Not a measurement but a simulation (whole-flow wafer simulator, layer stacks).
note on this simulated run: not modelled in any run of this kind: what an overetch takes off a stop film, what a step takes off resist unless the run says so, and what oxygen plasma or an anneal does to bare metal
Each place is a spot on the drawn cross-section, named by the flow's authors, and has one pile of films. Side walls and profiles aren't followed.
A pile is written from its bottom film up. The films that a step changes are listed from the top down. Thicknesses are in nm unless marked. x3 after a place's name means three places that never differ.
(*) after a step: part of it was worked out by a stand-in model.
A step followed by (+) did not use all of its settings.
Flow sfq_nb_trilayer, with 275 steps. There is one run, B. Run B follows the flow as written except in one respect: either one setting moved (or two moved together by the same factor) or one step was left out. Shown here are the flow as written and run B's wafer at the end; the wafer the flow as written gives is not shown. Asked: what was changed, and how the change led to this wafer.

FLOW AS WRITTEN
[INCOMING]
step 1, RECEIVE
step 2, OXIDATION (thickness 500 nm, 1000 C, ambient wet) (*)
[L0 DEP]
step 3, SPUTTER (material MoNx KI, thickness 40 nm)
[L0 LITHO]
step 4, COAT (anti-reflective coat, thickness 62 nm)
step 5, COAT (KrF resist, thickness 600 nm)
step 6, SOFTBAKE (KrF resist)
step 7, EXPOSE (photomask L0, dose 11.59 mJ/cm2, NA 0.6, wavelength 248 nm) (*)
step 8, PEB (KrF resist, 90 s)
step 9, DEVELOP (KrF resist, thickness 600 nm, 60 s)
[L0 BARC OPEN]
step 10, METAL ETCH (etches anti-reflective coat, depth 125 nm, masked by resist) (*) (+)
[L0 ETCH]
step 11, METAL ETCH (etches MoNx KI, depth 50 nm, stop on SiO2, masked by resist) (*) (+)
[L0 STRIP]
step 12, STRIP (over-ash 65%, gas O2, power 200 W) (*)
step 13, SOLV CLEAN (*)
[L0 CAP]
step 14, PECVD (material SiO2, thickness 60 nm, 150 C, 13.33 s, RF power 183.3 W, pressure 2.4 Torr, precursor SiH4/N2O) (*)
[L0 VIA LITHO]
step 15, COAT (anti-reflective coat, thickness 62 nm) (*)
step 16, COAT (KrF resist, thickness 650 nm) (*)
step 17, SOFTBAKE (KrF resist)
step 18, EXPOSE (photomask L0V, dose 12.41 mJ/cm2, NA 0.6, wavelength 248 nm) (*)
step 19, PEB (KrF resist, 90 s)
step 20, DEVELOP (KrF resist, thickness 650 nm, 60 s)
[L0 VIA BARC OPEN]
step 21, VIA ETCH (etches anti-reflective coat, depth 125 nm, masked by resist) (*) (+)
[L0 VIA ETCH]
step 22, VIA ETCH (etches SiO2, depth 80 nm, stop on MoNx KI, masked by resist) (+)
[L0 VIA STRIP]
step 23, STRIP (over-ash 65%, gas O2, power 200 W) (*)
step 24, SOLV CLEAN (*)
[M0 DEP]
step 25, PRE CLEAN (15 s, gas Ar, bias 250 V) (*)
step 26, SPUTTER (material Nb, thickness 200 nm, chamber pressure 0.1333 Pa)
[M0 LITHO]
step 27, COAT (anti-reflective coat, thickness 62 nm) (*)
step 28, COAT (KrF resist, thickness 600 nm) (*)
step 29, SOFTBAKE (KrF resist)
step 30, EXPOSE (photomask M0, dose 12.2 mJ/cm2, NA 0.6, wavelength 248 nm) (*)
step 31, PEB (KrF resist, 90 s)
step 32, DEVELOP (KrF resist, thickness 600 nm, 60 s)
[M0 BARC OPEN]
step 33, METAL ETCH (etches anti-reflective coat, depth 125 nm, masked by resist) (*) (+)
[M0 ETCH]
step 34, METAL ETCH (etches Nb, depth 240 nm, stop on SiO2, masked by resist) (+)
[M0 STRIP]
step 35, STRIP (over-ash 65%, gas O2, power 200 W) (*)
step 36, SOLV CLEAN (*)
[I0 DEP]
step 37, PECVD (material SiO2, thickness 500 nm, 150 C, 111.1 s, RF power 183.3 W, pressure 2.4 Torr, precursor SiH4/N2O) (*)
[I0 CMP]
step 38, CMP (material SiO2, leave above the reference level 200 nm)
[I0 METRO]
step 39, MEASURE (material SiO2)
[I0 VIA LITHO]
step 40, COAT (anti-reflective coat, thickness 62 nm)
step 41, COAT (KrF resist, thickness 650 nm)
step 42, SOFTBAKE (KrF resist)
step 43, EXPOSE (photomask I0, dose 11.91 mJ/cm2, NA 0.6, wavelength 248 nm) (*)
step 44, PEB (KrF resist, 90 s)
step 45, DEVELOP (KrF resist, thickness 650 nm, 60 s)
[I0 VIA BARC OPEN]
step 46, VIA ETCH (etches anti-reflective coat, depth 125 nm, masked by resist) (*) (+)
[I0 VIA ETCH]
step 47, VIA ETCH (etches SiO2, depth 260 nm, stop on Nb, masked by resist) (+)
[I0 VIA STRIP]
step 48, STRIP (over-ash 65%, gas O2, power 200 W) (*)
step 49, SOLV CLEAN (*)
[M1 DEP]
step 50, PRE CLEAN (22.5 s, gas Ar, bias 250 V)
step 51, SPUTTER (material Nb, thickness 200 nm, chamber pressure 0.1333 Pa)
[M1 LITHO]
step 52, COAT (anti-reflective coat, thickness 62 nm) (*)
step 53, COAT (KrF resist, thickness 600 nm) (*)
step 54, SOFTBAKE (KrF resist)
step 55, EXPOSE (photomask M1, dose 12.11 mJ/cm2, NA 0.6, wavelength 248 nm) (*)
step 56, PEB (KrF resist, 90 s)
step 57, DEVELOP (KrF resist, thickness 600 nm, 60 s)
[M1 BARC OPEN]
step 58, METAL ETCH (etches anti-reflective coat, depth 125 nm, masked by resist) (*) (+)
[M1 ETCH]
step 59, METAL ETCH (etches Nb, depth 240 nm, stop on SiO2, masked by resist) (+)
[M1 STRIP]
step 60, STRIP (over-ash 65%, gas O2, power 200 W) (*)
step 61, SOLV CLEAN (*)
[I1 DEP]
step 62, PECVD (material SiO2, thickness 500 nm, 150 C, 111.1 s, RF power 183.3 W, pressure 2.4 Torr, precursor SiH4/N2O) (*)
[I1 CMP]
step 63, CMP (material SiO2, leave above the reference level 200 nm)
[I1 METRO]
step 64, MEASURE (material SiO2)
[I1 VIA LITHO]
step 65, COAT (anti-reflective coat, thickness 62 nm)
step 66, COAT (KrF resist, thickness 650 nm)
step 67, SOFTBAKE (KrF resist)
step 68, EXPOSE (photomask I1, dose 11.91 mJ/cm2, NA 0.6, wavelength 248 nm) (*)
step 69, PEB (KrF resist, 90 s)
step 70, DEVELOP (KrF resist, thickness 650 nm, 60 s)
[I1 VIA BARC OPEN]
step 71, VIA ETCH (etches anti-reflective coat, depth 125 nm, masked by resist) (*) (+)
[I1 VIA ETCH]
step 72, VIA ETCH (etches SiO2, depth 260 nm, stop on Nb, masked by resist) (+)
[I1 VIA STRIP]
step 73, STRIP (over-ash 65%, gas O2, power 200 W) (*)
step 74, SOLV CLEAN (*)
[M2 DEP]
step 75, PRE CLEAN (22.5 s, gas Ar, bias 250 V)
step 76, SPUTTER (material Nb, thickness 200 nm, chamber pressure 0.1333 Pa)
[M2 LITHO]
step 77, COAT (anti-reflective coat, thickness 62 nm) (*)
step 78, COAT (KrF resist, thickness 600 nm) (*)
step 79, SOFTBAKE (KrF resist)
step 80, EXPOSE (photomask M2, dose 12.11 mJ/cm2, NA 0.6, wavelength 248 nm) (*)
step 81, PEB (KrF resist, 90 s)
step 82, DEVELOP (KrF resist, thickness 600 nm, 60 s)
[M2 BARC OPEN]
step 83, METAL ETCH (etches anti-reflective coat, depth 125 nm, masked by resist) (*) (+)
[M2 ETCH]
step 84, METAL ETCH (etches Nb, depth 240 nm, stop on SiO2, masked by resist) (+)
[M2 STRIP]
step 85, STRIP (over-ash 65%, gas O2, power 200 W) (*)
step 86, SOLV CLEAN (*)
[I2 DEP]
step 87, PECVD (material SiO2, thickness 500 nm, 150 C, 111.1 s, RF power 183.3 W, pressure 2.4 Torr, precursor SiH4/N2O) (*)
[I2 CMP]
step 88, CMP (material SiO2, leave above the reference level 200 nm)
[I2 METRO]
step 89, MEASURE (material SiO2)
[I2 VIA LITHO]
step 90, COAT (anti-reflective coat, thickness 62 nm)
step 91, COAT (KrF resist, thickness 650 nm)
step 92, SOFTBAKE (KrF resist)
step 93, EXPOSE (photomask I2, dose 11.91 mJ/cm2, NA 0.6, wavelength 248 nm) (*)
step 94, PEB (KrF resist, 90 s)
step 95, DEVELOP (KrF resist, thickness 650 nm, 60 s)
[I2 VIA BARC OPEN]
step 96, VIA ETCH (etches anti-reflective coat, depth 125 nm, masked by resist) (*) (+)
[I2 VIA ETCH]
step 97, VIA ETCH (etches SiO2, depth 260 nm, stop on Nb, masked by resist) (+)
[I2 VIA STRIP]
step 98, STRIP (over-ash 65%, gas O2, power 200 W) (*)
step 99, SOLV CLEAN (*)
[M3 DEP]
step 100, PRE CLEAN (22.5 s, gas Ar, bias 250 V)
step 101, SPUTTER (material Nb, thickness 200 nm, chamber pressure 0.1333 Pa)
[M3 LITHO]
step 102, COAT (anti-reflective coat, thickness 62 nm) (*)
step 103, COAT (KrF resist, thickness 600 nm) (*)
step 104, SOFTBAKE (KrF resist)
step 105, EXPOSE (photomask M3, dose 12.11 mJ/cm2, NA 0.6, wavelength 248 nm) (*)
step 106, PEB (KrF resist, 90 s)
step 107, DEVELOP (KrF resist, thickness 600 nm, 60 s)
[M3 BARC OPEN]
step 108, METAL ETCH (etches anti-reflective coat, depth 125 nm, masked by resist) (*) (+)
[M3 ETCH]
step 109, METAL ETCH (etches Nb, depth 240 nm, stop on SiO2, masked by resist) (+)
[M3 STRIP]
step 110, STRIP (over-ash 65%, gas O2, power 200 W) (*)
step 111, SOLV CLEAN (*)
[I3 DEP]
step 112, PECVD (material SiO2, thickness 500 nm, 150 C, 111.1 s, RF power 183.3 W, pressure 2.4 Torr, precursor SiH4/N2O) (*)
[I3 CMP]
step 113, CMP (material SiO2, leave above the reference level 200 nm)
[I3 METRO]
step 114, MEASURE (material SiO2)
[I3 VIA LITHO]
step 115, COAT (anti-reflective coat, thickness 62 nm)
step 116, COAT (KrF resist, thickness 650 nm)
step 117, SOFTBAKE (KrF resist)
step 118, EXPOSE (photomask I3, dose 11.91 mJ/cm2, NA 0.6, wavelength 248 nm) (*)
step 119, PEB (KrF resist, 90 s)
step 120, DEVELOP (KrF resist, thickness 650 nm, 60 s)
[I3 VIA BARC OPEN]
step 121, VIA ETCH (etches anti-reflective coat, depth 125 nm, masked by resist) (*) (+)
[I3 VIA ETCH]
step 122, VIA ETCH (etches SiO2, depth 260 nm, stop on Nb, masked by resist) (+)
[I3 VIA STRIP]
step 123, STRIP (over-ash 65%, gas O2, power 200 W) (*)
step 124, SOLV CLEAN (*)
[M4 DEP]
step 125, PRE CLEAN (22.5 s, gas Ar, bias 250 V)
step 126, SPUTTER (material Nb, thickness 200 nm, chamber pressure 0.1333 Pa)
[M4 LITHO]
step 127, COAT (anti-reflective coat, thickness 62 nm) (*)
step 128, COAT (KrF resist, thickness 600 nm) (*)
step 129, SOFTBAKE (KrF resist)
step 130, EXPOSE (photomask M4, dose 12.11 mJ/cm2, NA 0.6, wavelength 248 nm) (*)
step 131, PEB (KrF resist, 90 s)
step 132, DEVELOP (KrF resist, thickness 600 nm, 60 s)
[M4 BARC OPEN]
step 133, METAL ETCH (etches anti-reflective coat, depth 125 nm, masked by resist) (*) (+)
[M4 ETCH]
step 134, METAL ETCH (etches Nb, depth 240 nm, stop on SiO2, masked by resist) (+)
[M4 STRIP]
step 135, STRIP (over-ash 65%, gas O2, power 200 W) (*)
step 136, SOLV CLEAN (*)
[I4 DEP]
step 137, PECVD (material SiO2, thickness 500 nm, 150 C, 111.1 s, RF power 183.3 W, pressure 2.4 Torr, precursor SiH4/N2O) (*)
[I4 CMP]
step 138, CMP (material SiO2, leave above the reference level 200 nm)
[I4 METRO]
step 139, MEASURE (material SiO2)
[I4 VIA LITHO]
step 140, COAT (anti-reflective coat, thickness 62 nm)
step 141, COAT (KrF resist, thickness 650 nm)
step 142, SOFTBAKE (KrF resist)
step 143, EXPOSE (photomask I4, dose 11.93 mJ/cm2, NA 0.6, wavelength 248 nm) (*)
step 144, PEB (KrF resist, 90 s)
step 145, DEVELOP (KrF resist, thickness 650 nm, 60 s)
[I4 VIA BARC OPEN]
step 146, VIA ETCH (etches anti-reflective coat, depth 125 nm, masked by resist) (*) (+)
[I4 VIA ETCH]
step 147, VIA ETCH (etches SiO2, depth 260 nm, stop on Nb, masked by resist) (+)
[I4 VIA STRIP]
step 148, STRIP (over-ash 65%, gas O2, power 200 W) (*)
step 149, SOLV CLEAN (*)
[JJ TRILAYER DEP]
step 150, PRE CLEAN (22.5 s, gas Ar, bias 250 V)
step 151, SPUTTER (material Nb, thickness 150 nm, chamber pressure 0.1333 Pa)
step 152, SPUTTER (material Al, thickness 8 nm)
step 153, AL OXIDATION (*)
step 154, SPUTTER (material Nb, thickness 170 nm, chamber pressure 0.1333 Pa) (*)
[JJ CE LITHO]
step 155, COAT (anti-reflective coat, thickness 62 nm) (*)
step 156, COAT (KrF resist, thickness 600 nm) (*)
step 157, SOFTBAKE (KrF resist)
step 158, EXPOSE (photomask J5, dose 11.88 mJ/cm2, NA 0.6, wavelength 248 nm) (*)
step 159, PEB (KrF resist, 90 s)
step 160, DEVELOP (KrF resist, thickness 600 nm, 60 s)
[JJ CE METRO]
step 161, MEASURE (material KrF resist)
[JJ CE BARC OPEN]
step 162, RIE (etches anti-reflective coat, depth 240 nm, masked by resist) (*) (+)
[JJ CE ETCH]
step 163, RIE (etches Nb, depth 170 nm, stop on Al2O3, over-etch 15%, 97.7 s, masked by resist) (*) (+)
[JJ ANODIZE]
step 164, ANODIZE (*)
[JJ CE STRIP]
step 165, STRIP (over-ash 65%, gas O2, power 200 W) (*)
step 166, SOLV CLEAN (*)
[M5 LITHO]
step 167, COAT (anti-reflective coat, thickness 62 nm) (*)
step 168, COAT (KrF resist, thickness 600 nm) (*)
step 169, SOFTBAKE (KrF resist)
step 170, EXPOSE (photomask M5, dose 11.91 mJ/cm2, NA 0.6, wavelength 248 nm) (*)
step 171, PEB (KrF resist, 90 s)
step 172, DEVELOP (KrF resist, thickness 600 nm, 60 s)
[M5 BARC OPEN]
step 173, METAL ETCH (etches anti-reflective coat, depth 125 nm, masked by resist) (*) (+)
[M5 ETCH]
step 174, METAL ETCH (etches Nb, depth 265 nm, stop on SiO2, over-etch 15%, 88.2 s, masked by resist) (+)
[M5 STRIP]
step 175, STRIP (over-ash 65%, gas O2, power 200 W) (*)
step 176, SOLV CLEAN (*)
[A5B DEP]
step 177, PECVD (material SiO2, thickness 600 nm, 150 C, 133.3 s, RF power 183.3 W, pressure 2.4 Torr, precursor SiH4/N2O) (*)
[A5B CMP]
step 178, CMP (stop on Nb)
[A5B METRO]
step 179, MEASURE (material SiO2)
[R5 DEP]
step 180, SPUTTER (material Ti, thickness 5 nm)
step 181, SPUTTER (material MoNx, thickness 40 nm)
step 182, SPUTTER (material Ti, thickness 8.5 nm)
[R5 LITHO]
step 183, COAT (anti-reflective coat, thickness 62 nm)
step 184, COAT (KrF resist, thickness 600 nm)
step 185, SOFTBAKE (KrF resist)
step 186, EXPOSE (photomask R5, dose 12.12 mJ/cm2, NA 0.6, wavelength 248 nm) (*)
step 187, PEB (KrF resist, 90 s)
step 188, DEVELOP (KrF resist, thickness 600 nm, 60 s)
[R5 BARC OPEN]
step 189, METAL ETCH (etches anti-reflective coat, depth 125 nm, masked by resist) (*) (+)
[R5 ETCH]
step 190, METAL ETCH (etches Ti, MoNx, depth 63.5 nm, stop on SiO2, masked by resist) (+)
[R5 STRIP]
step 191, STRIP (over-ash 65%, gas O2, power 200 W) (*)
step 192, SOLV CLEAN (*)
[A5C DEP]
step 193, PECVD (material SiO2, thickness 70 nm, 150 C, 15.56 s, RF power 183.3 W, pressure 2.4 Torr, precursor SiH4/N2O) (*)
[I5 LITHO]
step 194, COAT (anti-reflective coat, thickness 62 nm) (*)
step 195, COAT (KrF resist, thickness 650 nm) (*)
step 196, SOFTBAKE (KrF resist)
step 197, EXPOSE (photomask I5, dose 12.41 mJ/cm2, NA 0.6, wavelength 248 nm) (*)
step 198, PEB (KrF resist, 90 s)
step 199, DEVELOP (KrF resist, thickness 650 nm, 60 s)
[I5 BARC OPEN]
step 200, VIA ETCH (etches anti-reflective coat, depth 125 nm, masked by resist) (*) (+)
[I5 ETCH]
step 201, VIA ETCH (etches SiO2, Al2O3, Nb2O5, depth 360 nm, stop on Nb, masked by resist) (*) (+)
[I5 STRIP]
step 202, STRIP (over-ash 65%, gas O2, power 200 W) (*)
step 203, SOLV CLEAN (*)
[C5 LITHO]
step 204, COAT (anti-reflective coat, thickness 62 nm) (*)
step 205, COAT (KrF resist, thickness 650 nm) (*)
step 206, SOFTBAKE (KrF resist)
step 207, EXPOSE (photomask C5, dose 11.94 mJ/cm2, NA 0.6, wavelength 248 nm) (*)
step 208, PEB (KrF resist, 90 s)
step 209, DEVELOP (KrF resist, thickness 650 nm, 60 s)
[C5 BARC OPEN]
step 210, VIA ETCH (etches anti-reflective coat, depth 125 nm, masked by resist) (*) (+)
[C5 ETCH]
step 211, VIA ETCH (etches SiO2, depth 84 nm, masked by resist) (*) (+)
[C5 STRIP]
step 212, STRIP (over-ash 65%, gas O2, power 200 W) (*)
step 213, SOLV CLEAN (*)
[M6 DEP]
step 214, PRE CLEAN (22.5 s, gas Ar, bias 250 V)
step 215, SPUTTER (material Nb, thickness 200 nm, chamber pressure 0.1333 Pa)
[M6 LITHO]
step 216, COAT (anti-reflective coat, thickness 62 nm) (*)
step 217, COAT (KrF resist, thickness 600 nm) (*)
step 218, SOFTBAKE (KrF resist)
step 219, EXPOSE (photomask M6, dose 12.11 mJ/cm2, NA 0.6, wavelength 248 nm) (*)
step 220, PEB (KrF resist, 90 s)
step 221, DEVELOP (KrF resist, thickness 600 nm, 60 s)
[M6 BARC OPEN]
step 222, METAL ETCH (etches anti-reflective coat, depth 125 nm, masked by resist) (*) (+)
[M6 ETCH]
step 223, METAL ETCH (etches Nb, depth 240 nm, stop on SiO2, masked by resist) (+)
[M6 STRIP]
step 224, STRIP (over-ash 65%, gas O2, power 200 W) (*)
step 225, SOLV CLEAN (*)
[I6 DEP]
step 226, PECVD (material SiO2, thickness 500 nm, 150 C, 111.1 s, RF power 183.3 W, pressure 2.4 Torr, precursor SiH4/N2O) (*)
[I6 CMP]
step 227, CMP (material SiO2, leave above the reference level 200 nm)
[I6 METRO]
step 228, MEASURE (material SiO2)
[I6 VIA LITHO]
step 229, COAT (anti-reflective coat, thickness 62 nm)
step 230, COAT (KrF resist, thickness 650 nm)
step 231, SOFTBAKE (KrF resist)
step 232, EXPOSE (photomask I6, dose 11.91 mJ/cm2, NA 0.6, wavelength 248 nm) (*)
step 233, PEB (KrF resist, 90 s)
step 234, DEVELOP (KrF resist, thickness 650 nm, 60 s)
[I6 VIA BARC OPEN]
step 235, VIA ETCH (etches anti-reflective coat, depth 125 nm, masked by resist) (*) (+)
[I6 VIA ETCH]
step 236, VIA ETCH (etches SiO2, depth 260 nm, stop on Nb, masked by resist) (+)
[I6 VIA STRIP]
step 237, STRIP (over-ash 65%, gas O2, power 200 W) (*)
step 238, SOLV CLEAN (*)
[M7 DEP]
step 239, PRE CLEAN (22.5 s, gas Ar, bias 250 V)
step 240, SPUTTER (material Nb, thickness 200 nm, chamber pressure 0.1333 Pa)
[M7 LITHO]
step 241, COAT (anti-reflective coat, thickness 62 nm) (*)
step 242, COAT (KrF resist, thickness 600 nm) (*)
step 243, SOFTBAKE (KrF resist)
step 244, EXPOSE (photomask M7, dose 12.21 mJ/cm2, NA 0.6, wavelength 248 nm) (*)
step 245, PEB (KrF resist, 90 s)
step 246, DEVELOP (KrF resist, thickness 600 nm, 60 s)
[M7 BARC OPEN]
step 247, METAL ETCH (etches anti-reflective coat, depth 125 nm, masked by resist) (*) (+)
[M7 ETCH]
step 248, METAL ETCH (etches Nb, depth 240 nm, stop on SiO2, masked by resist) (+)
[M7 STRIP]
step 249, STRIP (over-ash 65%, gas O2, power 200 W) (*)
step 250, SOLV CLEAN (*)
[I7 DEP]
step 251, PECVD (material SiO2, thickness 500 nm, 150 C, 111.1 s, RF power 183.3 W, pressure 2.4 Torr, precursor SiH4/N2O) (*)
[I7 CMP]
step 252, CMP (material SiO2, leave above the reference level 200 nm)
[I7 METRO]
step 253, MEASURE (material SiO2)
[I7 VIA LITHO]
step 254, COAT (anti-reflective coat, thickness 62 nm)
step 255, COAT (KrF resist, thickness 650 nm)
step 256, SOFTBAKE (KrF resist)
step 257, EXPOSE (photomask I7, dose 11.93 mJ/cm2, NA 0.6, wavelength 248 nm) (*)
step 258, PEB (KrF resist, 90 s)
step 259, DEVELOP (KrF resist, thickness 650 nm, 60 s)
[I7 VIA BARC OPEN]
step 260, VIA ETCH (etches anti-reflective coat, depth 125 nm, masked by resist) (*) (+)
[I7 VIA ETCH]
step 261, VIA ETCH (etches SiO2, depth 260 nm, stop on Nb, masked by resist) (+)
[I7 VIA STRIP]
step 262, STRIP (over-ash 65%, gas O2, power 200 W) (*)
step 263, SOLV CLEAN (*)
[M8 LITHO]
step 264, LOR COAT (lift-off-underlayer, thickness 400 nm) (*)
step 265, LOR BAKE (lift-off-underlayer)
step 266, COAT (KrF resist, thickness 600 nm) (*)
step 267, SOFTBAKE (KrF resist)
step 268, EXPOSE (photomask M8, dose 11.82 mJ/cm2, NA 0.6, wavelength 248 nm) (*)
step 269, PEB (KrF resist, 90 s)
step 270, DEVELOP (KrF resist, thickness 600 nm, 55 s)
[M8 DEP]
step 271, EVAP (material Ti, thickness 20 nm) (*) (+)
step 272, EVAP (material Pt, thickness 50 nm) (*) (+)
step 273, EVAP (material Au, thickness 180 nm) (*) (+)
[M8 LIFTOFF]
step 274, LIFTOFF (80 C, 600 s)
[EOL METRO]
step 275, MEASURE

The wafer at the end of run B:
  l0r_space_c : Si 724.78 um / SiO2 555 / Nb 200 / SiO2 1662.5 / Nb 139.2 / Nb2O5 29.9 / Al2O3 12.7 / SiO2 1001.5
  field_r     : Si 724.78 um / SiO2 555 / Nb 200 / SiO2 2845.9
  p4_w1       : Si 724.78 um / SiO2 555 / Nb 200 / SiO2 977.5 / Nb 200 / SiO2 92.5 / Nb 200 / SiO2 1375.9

Cause: step 113, CMP: leave above the reference level 100 nm was run, though the flow has leave above the reference level 200 nm.

How this came from the change, step by step:
  step 113, CMP (material SiO2, leave above the reference level 200 nm)
      field_l, be, be_sur and 64 more: SiO2 loses 200 (it would be, as written: SiO2 loses 100)
      v_sur, via_wl, via_wr and 27 more: SiO2 loses 400 (it would be, as written: SiO2 loses 300)
      (and at 9 other places as well)
  step 122, VIA ETCH (etches SiO2, depth 260 nm, stop on Nb, masked by resist) (+)
      field_l, v_sur, via_wl and 102 more: KrF resist loses 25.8 (it would be, as written: KrF resist loses 44.8)
      via_v: SiO2 loses 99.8 (all of it) (it would be, as written: SiO2 loses 199.8 (all of it))
  step 123, STRIP (over-ash 65%, gas O2, power 200 W) (*)
      field_l, v_sur, via_wl and 102 more: KrF resist loses 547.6 (all of it), anti-reflective coat loses 62 (all of it) (it would be, as written: KrF resist loses 528.6 (all of it), anti-reflective coat loses 62 (all of it))
  step 126, SPUTTER (material Nb, thickness 200 nm, chamber pressure 0.1333 Pa)
      via_v: Nb gains 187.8 (it would be, as written: Nb gains 165.5)
  step 127, COAT (anti-reflective coat, thickness 62 nm) (*)
      via_v: anti-reflective coat gains 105 (new film) (it would be, as written: anti-reflective coat gains 124.8 (new film))
      wire: anti-reflective coat gains 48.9 (new film) (it would be, as written: anti-reflective coat gains 50.2 (new film))
  step 128, COAT (KrF resist, thickness 600 nm) (*)
      via_v: KrF resist gains 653 (new film) (it would be, as written: KrF resist gains 739.8 (new film))
  step 135, STRIP (over-ash 65%, gas O2, power 200 W) (*)
      via_sp: KrF resist loses 382.6 (all of it), anti-reflective coat loses 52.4 (all of it) (it would be, as written: KrF resist loses 373.9 (all of it), anti-reflective coat loses 53 (all of it))
      via_v: KrF resist loses 435.3 (all of it), anti-reflective coat loses 105 (all of it) (it would be, as written: KrF resist loses 521.8 (all of it), anti-reflective coat loses 124.8 (all of it))
      (and at 1 other place as well)
  step 137, PECVD (material SiO2, thickness 500 nm, 150 C, 111.1 s, RF power 183.3 W, pressure 2.4 Torr, precursor SiH4/N2O) (*)
      via_v: SiO2 gains 500 (new film) (it would be, as written: SiO2 gains 615 (new film))
  step 138, CMP (material SiO2, leave above the reference level 200 nm)
      via_v: SiO2 loses 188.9 (it would be, as written: SiO2 loses 181.6)
